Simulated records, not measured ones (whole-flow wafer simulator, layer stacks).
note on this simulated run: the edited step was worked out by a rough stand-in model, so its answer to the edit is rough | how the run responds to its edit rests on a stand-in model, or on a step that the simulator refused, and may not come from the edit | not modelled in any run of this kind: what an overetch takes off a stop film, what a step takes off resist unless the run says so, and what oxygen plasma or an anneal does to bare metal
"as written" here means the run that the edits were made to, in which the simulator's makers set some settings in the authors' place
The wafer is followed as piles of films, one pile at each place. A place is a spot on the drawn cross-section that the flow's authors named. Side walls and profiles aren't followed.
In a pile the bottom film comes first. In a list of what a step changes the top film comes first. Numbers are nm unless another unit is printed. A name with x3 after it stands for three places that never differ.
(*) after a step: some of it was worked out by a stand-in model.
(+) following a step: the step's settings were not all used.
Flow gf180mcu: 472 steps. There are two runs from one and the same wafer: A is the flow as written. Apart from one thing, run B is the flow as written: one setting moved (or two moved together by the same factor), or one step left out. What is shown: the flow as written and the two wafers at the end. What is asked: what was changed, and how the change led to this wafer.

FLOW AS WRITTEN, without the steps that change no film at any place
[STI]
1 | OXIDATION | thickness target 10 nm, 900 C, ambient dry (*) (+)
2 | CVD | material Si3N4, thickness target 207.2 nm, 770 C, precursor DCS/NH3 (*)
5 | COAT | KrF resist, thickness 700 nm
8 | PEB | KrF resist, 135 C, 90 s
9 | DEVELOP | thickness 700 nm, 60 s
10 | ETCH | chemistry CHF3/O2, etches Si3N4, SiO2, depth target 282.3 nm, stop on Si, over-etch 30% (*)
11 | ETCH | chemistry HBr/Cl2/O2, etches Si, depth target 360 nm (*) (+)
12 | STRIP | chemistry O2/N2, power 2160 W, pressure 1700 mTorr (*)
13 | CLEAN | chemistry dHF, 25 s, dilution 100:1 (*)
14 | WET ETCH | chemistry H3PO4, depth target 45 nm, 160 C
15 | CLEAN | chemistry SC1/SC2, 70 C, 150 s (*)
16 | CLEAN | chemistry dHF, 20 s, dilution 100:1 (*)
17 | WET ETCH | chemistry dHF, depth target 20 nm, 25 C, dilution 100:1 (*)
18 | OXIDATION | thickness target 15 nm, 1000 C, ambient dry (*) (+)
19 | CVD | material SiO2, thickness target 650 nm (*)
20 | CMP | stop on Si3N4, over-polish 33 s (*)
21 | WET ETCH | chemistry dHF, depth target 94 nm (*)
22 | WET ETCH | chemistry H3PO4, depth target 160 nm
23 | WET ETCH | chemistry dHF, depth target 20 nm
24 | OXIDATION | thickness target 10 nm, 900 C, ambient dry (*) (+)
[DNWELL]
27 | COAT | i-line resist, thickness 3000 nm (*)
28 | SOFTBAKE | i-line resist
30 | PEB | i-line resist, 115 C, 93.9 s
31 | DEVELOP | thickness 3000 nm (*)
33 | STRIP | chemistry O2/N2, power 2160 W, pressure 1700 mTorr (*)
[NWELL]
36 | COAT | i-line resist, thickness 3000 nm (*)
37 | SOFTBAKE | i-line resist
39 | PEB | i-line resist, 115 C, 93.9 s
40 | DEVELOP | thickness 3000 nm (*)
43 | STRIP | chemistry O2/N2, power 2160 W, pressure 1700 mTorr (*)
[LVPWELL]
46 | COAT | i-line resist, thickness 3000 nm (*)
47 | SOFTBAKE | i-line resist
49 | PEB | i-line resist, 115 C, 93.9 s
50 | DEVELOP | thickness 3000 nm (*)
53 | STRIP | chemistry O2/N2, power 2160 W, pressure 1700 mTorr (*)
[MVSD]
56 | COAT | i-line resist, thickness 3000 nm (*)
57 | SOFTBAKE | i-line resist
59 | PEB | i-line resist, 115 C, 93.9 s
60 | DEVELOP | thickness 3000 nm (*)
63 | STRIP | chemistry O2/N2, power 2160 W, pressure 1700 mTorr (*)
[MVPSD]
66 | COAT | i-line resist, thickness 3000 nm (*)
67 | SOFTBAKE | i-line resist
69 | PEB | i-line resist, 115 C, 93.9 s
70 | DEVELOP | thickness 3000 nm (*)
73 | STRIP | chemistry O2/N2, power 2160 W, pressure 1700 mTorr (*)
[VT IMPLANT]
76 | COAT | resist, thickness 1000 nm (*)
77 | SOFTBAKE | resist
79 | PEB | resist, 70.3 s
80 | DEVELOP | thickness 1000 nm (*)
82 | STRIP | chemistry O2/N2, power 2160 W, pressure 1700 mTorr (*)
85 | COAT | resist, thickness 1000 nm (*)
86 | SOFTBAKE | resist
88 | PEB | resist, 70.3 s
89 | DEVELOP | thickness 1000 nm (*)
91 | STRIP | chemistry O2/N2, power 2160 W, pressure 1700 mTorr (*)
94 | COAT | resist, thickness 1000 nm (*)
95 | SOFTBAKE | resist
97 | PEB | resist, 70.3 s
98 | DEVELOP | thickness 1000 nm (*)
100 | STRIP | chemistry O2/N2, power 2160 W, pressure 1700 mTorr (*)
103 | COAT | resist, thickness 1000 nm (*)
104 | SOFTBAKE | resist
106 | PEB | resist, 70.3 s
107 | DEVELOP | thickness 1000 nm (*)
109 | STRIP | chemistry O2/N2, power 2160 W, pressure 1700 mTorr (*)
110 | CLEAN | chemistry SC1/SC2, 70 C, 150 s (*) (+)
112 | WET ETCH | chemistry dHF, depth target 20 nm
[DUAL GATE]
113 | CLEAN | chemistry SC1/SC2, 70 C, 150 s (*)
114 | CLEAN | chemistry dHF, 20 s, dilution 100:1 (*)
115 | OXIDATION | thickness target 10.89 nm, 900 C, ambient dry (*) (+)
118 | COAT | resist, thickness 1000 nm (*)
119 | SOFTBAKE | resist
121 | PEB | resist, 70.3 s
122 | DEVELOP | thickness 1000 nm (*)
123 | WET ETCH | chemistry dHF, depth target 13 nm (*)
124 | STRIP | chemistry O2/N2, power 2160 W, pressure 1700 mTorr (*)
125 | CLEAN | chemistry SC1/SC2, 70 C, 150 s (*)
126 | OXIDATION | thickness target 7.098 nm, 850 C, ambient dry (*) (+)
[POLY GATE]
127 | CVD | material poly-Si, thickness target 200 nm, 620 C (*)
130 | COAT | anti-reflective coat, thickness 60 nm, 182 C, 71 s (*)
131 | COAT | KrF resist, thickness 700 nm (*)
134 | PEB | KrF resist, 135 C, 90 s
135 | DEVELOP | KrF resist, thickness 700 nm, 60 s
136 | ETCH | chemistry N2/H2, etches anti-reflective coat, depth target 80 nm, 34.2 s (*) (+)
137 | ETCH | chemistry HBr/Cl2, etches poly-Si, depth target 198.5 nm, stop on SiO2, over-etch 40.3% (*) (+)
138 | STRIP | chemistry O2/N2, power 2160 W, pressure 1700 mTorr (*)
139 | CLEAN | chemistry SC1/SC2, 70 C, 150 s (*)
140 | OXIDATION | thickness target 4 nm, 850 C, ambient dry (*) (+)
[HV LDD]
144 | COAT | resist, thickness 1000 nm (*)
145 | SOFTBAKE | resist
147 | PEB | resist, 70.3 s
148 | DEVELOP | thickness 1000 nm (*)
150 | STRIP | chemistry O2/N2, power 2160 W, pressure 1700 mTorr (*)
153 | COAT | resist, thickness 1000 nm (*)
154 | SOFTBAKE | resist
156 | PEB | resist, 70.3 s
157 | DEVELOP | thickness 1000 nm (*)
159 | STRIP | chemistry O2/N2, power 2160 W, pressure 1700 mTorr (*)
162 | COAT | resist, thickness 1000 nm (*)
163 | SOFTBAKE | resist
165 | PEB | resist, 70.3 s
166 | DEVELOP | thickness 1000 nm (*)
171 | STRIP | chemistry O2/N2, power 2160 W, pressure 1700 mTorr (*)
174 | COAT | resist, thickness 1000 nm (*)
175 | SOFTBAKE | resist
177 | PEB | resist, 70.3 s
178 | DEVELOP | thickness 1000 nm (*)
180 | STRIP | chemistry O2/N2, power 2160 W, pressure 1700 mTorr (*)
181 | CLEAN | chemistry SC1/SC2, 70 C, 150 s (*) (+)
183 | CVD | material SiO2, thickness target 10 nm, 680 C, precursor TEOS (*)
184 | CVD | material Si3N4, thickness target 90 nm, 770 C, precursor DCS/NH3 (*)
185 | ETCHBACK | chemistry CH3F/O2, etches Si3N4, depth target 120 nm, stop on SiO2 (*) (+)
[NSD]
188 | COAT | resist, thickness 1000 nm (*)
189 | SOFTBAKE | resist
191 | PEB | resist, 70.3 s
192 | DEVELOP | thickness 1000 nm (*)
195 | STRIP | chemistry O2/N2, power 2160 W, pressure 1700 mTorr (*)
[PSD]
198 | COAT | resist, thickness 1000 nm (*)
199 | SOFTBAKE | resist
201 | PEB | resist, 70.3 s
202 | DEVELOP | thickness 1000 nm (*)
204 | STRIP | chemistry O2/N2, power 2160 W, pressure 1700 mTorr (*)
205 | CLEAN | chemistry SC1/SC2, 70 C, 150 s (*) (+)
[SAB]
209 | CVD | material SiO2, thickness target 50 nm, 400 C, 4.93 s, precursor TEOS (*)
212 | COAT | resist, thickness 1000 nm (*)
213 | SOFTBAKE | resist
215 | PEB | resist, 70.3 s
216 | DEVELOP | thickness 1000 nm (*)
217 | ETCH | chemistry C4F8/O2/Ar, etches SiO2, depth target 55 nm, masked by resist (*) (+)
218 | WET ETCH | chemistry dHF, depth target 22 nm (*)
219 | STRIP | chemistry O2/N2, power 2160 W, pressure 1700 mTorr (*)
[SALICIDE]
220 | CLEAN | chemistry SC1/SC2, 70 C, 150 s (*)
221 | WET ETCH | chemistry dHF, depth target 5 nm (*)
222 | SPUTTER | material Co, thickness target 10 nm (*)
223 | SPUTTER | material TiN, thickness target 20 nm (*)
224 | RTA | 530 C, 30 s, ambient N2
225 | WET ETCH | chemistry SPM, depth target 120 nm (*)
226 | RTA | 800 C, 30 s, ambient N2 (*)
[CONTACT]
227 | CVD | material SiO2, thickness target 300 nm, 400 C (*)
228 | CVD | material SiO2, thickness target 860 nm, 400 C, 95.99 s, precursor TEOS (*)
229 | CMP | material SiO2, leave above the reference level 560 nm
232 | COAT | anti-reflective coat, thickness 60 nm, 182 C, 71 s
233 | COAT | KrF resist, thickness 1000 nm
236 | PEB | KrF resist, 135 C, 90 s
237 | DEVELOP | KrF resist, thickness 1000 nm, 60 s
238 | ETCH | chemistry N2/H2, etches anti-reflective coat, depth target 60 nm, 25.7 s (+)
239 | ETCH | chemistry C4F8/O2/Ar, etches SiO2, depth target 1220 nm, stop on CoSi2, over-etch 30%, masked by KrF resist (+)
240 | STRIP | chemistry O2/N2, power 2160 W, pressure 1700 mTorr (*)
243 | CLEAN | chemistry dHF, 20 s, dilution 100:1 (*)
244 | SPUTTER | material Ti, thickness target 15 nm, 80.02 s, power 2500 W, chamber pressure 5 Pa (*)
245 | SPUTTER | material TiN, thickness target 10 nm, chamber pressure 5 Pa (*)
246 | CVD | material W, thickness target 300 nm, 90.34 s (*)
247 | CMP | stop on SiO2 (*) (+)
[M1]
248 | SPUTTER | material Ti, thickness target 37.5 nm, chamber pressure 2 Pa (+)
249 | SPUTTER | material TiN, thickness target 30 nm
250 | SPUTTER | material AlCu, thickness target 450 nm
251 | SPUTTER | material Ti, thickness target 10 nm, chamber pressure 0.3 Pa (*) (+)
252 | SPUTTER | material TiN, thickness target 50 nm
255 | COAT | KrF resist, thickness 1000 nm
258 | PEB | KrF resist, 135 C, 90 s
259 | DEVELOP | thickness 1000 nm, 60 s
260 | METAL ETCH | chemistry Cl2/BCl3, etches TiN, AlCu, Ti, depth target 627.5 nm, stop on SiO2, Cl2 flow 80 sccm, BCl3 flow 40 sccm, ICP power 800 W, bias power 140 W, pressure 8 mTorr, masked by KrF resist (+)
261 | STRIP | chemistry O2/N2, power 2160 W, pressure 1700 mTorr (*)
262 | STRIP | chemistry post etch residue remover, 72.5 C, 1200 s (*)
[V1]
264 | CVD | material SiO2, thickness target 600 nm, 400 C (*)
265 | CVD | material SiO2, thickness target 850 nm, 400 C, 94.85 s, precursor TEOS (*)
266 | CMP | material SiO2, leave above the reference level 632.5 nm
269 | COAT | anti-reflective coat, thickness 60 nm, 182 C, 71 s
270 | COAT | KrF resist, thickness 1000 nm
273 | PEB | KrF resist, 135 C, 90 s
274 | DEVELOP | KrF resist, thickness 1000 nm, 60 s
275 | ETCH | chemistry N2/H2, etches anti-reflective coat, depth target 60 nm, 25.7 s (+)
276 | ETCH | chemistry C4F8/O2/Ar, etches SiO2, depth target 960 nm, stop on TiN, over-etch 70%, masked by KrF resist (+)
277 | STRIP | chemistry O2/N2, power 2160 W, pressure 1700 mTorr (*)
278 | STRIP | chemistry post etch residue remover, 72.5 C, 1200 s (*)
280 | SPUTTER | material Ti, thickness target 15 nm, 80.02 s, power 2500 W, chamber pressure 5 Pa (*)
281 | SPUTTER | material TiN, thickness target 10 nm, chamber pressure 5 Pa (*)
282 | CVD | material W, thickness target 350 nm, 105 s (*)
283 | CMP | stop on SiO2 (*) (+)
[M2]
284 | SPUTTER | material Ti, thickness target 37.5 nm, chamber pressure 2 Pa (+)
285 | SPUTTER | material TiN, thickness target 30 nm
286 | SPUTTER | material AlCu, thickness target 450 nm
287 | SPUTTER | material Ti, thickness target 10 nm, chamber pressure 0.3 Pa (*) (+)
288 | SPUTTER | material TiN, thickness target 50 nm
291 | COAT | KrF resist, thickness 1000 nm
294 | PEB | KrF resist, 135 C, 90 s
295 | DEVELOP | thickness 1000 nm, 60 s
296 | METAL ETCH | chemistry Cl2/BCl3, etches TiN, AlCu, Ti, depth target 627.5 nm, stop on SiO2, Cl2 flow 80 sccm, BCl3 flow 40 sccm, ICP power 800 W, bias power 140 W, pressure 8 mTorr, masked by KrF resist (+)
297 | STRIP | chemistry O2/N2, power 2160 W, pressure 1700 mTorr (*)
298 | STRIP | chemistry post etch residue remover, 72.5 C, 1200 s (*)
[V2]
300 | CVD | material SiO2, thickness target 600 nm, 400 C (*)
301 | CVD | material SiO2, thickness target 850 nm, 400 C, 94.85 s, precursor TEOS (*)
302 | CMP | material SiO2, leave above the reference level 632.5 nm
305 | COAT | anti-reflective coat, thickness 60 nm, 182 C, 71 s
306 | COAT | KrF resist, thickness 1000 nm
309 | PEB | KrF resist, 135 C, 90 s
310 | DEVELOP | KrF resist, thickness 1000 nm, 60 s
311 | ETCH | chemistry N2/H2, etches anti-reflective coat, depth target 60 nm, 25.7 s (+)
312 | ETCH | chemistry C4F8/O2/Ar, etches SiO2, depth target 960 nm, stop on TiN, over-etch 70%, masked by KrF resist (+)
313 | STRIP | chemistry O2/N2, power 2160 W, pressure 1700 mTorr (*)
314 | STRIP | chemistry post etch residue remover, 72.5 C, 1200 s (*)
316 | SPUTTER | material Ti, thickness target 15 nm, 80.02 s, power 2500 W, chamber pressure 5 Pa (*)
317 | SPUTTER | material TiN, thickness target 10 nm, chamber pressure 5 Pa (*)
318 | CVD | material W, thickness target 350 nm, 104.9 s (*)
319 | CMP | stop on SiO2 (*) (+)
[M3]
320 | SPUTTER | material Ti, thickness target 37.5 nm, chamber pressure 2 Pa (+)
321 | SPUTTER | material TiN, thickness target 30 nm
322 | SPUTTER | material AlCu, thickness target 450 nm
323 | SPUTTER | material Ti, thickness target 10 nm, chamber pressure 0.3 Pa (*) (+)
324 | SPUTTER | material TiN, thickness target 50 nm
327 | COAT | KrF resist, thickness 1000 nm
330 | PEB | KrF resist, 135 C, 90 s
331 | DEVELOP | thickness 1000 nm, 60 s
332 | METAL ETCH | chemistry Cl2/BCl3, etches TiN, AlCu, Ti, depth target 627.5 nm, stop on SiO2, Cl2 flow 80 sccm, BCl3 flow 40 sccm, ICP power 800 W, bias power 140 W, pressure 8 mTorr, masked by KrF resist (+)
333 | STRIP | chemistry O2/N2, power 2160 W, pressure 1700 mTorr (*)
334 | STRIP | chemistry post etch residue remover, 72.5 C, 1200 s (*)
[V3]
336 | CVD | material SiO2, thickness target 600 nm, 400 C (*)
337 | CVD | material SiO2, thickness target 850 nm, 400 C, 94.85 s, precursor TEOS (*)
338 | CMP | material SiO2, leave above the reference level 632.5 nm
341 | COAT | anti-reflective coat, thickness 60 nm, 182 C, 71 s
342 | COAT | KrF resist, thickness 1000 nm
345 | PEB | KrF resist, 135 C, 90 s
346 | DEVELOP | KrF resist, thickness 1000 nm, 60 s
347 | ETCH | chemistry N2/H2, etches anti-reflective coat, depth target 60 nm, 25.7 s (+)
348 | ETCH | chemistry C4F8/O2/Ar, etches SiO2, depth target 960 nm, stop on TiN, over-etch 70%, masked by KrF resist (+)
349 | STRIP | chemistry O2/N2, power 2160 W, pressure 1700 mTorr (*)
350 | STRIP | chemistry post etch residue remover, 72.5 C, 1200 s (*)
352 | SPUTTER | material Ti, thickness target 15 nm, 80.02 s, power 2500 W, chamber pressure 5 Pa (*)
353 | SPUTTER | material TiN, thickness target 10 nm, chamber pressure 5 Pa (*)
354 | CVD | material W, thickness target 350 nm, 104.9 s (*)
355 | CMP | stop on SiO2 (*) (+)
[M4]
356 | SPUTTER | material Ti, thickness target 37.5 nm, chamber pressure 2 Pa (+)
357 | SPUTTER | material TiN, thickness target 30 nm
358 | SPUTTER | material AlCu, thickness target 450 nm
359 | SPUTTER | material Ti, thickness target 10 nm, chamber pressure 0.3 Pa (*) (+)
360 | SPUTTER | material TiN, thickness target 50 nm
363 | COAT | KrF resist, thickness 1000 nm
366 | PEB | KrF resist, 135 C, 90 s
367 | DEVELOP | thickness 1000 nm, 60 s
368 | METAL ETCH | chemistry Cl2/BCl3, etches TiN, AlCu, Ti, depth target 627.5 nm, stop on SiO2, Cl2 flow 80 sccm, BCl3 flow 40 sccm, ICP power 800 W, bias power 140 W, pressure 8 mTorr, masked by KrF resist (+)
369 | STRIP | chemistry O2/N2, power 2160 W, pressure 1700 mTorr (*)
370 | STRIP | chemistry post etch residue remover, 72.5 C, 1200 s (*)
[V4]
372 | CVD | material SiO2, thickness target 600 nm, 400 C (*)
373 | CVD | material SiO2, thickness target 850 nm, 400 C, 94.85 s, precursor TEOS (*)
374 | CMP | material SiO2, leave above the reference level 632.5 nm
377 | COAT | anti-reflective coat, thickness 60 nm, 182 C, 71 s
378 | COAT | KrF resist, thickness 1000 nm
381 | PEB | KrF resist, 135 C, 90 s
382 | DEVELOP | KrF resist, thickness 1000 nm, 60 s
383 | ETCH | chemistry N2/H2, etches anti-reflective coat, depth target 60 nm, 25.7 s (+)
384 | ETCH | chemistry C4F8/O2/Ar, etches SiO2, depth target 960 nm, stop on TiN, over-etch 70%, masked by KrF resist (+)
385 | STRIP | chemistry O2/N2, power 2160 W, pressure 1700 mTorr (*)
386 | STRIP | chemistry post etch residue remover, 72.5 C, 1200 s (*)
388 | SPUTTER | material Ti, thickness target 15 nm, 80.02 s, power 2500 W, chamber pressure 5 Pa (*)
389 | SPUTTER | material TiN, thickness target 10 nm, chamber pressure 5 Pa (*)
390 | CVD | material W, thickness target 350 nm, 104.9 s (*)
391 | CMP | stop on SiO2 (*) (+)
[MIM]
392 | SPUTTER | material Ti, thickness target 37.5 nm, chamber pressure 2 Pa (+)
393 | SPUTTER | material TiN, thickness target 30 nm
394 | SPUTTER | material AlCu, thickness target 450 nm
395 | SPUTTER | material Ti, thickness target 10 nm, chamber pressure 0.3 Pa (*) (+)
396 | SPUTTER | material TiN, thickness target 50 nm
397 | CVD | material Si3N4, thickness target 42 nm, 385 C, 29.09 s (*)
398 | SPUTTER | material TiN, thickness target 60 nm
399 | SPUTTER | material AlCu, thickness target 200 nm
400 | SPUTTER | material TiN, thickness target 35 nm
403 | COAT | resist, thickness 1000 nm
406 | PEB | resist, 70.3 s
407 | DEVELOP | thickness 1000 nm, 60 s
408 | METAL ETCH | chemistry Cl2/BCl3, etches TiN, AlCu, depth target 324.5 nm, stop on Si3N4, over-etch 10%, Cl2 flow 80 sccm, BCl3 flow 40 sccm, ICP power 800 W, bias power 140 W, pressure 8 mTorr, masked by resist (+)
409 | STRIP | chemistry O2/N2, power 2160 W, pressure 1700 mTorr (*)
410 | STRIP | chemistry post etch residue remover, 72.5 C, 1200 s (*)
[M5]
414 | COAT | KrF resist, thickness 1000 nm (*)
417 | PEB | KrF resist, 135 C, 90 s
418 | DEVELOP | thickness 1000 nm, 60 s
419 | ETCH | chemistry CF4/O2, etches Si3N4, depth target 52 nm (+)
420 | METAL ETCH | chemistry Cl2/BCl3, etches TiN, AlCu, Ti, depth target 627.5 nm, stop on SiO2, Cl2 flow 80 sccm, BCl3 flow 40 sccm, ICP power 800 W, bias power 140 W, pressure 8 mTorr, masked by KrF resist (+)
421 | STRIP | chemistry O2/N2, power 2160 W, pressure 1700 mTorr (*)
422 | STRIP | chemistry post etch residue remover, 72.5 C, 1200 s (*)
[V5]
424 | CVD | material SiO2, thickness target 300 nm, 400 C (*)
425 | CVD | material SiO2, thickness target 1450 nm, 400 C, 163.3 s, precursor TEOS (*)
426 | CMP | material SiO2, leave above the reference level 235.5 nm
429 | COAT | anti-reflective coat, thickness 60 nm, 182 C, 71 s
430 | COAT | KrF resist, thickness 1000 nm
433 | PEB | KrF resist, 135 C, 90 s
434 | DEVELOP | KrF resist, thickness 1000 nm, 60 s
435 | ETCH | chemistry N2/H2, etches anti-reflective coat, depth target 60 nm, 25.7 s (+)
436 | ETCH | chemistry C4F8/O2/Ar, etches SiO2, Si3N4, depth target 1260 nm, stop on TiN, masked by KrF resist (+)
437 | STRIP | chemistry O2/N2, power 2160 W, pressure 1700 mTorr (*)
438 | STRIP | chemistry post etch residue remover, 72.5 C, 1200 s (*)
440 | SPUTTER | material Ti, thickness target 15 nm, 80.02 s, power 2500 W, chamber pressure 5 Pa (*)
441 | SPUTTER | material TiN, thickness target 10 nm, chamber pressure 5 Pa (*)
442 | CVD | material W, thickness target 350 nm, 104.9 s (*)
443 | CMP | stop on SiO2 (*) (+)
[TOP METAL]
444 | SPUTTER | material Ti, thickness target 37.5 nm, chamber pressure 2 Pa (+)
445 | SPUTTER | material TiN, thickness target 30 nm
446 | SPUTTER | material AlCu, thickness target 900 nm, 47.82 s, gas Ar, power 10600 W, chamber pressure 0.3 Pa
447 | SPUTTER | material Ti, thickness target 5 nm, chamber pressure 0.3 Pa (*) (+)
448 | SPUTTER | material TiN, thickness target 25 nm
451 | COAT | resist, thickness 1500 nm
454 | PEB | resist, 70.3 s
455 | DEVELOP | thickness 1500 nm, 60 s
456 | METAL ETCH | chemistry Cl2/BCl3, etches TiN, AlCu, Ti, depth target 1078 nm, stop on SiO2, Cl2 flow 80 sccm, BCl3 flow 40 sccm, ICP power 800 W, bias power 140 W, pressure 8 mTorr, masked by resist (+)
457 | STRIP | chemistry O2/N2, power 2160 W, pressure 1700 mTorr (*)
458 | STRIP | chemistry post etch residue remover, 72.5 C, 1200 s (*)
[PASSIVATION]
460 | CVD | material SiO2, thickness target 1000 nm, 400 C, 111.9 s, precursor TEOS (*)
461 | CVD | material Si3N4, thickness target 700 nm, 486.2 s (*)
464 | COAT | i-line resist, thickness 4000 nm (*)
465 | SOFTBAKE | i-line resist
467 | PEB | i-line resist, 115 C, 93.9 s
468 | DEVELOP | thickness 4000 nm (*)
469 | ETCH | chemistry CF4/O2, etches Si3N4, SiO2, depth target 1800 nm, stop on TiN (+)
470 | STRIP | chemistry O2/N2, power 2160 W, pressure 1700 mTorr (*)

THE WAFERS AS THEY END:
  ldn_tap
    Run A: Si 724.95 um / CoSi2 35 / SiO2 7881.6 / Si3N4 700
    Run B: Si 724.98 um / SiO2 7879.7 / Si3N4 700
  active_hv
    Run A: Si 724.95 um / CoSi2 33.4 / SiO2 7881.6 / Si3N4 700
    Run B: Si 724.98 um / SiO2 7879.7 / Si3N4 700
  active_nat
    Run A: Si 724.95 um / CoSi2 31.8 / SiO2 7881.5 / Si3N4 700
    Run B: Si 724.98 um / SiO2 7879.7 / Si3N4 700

The reason: step 218, WET ETCH: depth target 10.4 nm was run, while the flow as written has depth target 22 nm.

The path from the change to this, step by step:
  218 | WET ETCH | chemistry dHF, depth target 22 nm (*)
      ldn_tap, ldn_src, ldn_drn, ldp_tap, ldp_src, ldp_drn, ldp_gr: A -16 SiO2 (all of it) | B -10.9 SiO2
      ld_drn_n, ld_sd_p: A -14.8 SiO2 (all of it) | B -10.6 SiO2
      (and at 56 other places as well)
  219 | STRIP | chemistry O2/N2, power 2160 W, pressure 1700 mTorr (*)
      active_hv, active_nat, ld_sd_n and 11 more: A +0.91 chemical SiO2 (new film), -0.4 Si | B nothing
  221 | WET ETCH | chemistry dHF, depth target 5 nm (*)
      active_hv, active_nat, ld_sd_n and 10 more: A -0.76 chemical SiO2 (all of it) | B -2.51 SiO2
      ld_drn_p: A -0.76 chemical SiO2 (all of it) | B -1 SiO2 (all of it)
  223 | SPUTTER | material TiN, thickness target 20 nm (*)
      field__w12: A +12 TiN (new film) | B +12.7 TiN (new film)
      ld_sd_n: A +15.5 TiN (new film) | B +16.3 TiN (new film)
  224 | RTA | 530 C, 30 s, ambient N2
      ldn_tap, ldn_src, ldn_drn, ldp_tap, ldp_src, ldp_drn, ldp_gr: A under 1 film: +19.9 CoSi (new film), -10 Co (all of it), -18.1 Si | B nothing
      active_hv: A under 1 film: +19 CoSi (new film), -9.55 Co (all of it), -17.3 Si | B nothing
      (and at 5 other places as well)
  225 | WET ETCH | chemistry SPM, depth target 120 nm (*)
      ldn_tap, ldn_src, ldn_drn, ldp_tap, ldp_src, ldp_drn, ldp_gr: A -20 TiN (all of it) | B -20 TiN (all of it), -10 Co (all of it)
      active_hv: A -19 TiN (all of it) | B -19 TiN (all of it), -9.55 Co (all of it)
      (and at 6 other places as well)
  226 | RTA | 800 C, 30 s, ambient N2 (*)
      ldn_tap, ldn_src, ldn_drn, ldp_tap, ldp_src, ldp_drn, ldp_gr: A +35 CoSi2 (new film), -19.9 CoSi (all of it), -18.1 Si | B nothing
      active_hv: A +33.4 CoSi2 (new film), -19 CoSi (all of it), -17.3 Si | B nothing
      (and at 5 other places as well)
  227 | CVD | material SiO2, thickness target 300 nm, 400 C (*)
      active_hv, active_nat, ld_sd_n and 10 more: A +300 SiO2 (new film) | B +300 SiO2
  229 | CMP | material SiO2, leave above the reference level 560 nm
      ldn_sep__w1, ldn_sep__w2, ldn_dft and 8 more: A -311 SiO2 | B -323.8 SiO2
      sti, mim_1p0, pad, dice_street, iso_nw_fld, iso_fld_sub: A -296.8 SiO2 | B -309.6 SiO2
      (and at 34 other places as well)
Taking metal films that touch as one body, ldn_tap has 0 bodies; the flow as written gives 1 body.
Taking metal films that touch as one body, active_hv has 0 bodies; the flow as written gives 1 body.
Taking metal films that touch as one body, active_nat has 0 bodies; the flow as written gives 1 body.
